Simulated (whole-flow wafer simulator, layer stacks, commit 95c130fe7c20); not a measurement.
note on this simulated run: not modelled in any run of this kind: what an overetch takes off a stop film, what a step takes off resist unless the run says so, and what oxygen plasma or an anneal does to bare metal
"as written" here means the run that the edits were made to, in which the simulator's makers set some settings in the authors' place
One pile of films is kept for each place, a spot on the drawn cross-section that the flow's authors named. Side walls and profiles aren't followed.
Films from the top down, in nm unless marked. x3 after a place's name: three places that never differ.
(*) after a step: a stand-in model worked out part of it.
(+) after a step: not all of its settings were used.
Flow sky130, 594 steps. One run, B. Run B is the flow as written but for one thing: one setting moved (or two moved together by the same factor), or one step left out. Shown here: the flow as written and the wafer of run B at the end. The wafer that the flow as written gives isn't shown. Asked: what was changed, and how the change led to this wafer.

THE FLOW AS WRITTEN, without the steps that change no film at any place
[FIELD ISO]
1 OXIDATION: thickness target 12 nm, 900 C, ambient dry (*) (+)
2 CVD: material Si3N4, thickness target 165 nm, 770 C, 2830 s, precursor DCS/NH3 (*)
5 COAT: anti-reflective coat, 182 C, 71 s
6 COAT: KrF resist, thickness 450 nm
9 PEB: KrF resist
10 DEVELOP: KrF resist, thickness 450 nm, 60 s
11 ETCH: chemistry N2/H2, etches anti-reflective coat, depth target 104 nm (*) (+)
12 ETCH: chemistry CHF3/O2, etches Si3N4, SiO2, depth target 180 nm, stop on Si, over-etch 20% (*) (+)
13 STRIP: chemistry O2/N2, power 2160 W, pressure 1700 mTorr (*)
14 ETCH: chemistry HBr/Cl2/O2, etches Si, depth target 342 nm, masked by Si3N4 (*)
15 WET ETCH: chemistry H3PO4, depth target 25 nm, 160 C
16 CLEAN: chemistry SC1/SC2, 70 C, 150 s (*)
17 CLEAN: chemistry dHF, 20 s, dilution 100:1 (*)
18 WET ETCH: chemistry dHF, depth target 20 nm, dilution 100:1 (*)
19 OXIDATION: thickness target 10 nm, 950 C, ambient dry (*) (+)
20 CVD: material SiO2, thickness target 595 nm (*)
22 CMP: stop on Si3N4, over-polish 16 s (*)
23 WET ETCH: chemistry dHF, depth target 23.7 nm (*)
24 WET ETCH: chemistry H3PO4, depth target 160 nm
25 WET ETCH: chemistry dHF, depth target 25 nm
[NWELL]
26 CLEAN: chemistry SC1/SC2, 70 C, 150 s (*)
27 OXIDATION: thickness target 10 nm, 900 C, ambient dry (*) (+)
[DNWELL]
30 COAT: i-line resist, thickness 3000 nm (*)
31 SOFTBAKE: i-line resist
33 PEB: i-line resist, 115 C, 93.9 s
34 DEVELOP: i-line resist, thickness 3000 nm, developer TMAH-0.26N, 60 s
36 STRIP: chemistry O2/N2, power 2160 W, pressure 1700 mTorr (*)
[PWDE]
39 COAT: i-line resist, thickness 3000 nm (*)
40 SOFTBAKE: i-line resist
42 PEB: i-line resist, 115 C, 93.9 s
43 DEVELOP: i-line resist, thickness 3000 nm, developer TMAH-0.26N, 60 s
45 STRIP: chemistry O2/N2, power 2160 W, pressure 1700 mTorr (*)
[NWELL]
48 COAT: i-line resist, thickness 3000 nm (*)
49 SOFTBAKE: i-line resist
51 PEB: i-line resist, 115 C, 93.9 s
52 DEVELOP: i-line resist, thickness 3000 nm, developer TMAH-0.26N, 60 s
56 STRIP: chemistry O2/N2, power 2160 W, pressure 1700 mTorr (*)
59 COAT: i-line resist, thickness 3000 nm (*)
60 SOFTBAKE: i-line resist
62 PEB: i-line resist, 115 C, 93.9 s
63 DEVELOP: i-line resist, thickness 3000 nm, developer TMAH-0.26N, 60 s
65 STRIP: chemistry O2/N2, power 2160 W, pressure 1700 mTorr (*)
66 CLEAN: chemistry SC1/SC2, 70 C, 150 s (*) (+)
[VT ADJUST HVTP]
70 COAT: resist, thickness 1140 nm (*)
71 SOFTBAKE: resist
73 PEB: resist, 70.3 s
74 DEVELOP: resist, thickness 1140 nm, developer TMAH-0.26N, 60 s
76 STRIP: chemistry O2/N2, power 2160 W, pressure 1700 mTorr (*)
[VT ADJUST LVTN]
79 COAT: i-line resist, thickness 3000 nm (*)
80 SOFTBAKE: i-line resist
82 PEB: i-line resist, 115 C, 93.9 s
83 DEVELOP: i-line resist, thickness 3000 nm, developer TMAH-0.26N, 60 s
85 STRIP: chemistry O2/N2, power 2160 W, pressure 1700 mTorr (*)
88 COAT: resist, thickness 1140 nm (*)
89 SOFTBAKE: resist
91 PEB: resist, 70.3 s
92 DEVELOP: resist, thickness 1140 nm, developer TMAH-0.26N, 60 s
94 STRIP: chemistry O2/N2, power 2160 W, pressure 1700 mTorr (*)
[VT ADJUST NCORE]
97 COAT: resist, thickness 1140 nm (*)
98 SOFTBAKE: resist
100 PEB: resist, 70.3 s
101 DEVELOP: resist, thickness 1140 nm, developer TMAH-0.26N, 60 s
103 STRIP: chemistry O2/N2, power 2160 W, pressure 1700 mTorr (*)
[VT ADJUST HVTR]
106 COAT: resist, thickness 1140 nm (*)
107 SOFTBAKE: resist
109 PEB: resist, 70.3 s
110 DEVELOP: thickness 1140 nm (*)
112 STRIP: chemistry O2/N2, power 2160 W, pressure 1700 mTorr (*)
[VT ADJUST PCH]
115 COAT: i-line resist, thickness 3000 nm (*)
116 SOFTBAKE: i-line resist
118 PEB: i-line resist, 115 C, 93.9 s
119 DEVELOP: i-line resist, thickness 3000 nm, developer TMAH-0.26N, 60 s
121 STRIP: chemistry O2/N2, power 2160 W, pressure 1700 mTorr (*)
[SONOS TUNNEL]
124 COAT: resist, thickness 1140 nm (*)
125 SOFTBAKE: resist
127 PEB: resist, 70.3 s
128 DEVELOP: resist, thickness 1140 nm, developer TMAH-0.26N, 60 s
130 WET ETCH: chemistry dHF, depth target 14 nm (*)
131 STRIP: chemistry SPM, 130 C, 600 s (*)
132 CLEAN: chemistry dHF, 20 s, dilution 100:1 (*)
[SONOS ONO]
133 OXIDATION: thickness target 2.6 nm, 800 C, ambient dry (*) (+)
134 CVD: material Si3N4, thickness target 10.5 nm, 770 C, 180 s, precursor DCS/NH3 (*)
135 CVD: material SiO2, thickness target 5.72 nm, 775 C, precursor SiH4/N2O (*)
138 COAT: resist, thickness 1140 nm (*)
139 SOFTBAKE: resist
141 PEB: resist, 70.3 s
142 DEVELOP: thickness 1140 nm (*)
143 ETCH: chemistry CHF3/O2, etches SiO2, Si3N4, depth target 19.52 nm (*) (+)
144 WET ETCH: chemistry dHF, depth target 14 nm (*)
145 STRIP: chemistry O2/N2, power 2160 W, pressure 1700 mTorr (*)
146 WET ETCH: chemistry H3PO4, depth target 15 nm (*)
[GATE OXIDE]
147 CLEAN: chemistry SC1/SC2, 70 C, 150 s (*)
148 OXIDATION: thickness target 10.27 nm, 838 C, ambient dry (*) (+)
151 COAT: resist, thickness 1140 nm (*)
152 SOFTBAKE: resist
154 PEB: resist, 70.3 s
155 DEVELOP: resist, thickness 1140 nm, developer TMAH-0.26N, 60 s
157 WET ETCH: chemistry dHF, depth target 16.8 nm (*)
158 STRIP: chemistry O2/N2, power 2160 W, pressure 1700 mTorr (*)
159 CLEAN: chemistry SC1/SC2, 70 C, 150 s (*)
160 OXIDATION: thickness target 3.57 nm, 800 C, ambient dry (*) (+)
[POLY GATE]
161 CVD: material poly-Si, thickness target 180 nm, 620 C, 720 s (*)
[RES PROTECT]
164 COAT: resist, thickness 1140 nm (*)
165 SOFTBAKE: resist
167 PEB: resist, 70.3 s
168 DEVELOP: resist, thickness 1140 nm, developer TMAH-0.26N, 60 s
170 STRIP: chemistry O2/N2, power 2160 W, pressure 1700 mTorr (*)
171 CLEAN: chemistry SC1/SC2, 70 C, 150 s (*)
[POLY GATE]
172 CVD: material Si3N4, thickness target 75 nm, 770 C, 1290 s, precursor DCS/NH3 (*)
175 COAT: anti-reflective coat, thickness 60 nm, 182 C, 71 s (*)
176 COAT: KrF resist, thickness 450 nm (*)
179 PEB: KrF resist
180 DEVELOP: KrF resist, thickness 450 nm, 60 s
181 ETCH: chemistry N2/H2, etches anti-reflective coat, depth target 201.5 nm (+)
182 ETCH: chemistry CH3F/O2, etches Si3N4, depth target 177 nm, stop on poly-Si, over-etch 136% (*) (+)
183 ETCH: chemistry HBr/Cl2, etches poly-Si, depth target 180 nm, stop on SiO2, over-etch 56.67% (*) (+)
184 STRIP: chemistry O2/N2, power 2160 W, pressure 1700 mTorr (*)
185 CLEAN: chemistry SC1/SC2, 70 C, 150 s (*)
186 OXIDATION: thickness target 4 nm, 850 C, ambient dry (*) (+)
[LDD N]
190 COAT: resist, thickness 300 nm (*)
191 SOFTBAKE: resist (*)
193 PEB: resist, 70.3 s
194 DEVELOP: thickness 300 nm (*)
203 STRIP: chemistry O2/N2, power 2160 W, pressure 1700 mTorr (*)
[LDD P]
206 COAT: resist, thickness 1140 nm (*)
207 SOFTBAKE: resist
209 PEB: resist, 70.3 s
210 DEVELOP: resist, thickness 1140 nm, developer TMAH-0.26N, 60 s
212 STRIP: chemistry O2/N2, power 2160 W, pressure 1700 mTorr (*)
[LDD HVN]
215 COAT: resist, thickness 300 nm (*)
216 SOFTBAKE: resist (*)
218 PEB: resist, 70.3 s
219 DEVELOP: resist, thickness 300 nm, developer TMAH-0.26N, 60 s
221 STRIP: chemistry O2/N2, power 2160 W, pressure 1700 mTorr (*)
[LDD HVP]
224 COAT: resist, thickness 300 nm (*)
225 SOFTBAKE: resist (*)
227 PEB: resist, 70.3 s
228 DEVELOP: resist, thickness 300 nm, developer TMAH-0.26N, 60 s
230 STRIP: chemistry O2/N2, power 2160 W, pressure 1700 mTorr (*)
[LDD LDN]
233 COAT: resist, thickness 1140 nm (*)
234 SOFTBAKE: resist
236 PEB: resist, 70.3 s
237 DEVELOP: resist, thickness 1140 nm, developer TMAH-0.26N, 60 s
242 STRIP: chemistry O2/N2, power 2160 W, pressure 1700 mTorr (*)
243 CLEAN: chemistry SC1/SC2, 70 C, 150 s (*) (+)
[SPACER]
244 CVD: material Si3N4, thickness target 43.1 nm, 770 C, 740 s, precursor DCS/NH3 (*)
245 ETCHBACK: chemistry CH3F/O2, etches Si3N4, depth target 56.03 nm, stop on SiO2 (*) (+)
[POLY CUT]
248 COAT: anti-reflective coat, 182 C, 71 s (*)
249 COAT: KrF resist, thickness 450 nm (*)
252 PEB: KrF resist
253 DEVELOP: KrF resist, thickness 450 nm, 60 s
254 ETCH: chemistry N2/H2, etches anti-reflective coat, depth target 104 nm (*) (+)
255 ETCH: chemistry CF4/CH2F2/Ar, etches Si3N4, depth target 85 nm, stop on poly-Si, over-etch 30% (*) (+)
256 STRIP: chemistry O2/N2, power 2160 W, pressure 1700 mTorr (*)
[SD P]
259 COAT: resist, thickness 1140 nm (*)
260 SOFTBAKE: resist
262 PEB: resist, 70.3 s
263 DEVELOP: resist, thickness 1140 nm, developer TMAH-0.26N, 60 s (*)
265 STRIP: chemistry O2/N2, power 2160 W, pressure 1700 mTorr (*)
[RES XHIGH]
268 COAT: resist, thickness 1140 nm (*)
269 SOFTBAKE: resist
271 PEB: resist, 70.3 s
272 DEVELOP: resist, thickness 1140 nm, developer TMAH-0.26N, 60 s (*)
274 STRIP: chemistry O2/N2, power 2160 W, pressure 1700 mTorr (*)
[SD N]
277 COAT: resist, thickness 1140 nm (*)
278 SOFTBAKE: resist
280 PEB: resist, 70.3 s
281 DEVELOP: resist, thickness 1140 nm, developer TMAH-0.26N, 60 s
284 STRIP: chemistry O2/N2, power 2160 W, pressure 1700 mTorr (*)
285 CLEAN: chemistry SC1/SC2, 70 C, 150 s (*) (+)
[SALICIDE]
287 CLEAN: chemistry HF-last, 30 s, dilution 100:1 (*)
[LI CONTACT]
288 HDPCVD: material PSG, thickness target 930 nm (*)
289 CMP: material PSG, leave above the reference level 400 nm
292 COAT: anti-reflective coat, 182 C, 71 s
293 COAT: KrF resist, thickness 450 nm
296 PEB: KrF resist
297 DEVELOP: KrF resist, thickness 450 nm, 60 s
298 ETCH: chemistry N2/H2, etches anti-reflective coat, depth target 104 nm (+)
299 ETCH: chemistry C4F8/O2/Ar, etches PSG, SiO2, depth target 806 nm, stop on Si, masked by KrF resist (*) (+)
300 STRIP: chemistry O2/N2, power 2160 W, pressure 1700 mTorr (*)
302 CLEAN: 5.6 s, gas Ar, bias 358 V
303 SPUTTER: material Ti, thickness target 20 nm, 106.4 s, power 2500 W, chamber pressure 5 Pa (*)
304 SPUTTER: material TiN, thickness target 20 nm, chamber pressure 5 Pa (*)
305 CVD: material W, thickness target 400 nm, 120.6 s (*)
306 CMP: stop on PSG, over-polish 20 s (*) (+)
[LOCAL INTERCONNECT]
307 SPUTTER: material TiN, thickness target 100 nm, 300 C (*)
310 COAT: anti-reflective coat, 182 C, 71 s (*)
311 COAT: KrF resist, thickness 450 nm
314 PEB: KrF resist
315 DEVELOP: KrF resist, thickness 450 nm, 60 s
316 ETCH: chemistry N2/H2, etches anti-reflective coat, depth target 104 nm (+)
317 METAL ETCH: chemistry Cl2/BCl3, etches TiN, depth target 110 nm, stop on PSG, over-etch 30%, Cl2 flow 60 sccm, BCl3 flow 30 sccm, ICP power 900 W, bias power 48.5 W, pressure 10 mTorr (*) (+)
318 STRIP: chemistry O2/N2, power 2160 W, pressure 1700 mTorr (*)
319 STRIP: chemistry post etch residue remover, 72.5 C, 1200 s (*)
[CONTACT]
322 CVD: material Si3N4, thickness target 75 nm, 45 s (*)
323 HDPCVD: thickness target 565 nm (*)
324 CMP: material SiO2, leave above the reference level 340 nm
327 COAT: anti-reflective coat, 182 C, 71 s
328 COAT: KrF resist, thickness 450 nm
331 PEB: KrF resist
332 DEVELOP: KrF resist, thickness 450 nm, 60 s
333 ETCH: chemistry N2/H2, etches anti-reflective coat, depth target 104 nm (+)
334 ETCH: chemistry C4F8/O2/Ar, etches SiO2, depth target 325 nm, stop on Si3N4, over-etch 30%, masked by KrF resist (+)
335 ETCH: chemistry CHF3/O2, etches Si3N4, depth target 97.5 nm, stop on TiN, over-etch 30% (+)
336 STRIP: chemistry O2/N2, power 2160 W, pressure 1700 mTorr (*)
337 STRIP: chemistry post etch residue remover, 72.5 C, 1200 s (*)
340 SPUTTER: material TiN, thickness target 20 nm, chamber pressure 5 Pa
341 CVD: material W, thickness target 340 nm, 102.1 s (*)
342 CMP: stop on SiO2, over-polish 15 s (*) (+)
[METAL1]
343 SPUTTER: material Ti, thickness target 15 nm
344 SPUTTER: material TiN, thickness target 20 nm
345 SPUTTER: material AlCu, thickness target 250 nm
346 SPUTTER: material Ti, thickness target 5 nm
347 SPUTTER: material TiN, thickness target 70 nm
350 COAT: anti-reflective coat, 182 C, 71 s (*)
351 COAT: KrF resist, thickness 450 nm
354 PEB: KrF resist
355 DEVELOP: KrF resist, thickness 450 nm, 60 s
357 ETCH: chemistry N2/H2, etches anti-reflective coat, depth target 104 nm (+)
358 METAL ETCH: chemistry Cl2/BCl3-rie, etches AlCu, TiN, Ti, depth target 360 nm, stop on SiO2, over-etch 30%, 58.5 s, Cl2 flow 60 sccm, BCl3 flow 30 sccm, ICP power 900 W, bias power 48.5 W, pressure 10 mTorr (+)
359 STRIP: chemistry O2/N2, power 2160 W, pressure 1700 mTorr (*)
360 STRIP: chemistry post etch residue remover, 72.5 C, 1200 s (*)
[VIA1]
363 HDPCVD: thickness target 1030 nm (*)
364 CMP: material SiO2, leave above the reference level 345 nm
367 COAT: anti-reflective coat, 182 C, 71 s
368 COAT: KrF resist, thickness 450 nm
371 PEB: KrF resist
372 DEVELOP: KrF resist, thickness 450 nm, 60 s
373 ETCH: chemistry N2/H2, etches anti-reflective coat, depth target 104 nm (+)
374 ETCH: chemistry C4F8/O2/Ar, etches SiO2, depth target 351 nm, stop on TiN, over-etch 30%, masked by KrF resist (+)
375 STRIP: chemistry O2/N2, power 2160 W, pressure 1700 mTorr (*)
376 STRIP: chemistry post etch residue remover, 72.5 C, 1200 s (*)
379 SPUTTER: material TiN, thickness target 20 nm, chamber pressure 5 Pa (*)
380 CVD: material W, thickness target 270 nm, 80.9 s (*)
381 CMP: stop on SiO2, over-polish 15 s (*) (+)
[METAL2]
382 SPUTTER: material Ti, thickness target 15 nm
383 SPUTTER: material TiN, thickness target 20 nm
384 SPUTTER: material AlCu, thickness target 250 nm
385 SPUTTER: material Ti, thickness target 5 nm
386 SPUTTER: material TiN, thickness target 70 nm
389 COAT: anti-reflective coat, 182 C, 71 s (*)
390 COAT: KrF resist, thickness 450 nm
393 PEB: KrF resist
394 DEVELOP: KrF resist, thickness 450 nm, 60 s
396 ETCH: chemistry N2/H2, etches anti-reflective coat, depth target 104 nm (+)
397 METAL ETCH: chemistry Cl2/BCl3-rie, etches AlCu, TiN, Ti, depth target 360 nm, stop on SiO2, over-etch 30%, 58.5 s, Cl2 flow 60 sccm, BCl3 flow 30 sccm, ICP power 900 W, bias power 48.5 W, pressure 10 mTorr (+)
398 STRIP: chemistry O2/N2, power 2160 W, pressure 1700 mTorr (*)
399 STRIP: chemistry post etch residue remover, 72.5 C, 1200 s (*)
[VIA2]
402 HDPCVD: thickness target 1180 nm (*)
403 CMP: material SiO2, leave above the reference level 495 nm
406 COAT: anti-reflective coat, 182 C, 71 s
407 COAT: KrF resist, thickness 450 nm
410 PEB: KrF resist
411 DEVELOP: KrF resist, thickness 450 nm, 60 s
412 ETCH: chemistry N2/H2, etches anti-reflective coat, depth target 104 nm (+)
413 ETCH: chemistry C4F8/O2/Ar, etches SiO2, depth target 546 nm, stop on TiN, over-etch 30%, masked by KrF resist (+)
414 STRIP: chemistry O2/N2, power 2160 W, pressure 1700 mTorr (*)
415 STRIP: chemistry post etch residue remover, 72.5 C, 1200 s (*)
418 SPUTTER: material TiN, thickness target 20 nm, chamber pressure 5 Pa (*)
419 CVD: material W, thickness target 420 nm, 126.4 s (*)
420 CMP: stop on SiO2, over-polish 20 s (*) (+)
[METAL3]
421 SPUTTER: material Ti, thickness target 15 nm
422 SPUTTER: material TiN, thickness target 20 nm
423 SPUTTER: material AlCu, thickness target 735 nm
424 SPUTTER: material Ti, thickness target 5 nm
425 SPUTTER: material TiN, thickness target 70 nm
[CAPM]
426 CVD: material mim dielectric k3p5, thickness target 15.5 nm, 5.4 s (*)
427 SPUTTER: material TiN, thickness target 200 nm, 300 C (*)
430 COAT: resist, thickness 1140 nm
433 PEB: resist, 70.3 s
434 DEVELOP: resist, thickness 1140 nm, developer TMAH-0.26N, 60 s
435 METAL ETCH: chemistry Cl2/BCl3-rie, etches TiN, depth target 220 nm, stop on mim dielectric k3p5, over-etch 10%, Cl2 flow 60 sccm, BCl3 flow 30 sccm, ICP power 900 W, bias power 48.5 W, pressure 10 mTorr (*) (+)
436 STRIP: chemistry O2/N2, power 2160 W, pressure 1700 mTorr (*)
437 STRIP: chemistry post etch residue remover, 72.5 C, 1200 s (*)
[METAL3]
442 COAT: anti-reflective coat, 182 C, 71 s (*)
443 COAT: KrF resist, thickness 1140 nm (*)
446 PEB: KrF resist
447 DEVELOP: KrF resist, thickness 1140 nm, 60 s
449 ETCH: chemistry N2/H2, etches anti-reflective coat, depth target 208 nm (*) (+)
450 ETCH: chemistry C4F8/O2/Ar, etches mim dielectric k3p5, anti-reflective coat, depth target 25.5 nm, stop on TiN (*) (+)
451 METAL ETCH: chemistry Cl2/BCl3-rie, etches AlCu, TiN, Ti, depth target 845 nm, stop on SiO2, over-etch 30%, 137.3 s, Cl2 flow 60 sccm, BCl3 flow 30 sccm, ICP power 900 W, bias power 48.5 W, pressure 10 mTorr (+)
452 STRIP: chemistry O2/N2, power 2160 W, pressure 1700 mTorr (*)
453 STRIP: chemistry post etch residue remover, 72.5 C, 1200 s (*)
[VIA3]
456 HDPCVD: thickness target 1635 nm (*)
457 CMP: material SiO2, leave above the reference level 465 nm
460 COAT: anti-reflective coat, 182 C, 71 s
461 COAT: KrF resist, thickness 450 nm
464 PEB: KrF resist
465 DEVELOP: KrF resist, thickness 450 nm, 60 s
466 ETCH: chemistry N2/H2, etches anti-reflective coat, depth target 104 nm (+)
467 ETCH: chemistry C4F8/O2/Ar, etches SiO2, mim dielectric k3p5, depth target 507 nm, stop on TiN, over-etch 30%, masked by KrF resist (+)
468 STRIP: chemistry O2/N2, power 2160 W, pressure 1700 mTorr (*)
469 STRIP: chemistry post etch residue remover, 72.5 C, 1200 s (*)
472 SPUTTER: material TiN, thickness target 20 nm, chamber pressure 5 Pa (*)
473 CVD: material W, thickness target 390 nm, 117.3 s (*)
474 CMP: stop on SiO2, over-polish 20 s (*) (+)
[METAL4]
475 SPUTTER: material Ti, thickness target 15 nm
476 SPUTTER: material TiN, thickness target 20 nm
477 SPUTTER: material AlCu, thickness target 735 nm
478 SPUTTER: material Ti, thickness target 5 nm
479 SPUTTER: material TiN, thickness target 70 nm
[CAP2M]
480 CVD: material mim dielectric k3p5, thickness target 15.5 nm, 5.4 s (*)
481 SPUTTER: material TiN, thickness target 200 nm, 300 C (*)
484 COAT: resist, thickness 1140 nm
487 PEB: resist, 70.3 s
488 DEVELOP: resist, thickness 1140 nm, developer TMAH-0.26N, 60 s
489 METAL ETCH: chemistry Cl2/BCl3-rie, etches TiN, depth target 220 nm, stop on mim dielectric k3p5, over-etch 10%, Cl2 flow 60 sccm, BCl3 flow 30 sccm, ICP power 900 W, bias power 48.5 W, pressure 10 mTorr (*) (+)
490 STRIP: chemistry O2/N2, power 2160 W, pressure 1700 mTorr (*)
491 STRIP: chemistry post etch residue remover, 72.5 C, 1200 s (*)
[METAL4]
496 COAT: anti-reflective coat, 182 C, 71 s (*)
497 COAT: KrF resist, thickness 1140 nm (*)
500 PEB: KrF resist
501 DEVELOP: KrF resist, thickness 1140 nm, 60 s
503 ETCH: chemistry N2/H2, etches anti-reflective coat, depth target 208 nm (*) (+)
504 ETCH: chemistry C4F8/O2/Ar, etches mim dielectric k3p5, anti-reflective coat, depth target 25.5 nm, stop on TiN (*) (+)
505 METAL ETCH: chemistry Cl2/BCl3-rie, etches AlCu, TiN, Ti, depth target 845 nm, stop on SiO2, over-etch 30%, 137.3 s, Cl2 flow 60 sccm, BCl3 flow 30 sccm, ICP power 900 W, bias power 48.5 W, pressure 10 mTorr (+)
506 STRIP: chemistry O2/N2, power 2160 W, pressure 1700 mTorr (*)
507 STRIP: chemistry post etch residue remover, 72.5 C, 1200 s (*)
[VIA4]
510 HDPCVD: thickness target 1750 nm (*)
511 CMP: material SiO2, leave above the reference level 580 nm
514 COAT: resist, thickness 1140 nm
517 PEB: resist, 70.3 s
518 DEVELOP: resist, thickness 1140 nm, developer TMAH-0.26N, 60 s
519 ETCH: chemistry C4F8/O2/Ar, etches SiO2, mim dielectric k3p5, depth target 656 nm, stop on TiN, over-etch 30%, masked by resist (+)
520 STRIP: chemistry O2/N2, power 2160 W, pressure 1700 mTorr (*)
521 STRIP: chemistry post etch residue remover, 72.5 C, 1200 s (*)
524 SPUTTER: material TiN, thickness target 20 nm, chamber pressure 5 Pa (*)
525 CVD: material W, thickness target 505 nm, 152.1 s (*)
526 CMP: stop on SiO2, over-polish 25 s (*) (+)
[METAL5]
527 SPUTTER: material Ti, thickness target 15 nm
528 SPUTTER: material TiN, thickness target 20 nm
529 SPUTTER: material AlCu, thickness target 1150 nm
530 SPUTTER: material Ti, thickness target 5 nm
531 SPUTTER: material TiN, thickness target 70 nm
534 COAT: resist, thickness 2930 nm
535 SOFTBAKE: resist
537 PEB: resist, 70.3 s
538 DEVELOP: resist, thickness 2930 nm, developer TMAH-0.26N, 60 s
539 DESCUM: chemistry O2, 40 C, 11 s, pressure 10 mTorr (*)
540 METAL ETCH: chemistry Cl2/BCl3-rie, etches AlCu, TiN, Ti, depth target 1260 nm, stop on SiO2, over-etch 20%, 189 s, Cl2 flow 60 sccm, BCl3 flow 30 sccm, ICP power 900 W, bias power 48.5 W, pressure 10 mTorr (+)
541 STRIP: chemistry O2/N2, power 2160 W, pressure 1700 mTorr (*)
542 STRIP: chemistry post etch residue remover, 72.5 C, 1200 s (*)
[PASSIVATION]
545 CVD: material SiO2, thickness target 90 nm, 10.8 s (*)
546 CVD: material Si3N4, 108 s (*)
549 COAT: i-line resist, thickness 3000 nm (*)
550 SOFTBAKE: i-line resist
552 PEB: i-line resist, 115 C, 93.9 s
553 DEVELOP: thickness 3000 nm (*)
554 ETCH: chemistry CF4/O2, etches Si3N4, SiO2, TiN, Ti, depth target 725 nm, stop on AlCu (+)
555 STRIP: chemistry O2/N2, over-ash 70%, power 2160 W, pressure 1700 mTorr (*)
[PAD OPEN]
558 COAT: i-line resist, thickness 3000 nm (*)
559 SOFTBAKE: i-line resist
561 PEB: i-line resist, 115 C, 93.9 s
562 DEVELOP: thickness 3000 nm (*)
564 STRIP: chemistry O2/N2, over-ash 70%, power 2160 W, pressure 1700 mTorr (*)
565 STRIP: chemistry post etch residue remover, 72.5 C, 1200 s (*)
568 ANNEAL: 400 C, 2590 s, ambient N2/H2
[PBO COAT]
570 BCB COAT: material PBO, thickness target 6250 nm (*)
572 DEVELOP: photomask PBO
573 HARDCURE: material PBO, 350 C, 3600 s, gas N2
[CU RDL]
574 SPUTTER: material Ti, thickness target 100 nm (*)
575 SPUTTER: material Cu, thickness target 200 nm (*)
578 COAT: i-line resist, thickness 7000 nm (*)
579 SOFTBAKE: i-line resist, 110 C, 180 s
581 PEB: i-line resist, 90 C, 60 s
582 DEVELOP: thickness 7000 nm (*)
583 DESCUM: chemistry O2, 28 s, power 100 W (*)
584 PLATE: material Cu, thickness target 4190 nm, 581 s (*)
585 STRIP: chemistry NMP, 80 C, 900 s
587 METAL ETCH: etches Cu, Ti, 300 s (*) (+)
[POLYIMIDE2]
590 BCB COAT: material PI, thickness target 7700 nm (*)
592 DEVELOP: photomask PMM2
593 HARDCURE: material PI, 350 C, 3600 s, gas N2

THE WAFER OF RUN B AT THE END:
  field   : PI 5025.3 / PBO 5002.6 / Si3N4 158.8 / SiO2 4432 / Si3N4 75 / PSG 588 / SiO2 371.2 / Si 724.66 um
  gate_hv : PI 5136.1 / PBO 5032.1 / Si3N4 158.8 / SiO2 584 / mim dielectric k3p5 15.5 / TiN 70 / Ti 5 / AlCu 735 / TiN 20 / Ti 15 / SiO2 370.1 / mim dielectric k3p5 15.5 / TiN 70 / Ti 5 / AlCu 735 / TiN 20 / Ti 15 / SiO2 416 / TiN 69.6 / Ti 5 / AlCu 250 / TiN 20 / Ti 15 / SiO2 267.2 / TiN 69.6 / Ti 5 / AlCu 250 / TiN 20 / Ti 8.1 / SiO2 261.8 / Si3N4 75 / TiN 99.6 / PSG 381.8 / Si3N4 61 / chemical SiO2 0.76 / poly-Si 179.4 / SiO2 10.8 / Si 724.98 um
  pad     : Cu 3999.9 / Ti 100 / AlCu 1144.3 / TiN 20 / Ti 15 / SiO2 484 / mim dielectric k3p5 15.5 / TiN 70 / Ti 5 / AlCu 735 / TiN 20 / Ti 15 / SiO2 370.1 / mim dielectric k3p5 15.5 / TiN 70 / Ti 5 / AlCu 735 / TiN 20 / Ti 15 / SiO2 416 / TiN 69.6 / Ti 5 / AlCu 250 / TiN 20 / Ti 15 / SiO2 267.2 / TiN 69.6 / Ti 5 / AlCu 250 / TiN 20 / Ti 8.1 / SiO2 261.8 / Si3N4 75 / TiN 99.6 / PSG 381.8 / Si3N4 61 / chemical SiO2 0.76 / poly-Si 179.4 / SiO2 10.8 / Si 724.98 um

The cause: step 343, SPUTTER: thickness target 8.1 nm was run, where the flow has thickness target 15 nm.
It can be read off the wafer: gate_hv has Ti 8.1, and step 343 as written asks for 15 nm.

How the change led to this, step by step:
  343 SPUTTER: material Ti, thickness target 15 nm
      field, active, n_well and 188 more: Ti +8.1 (new film) (as written it would be: Ti +15 (new film))
  358 METAL ETCH: chemistry Cl2/BCl3-rie, etches AlCu, TiN, Ti, depth target 360 nm, stop on SiO2, over-etch 30%, 58.5 s, Cl2 flow 60 sccm, BCl3 flow 30 sccm, ICP power 900 W, bias power 48.5 W, pressure 10 mTorr (+)
      field, active, gate and 81 more: TiN -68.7 (all of it), Ti -5 (all of it), AlCu -250 (all of it), TiN -20 (all of it), Ti -8.1 (all of it), SiO2 -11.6 (as written it would be: TiN -68.7 (all of it), Ti -5 (all of it), AlCu -250 (all of it), TiN -20 (all of it), Ti -15 (all of it), SiO2 -10.9)
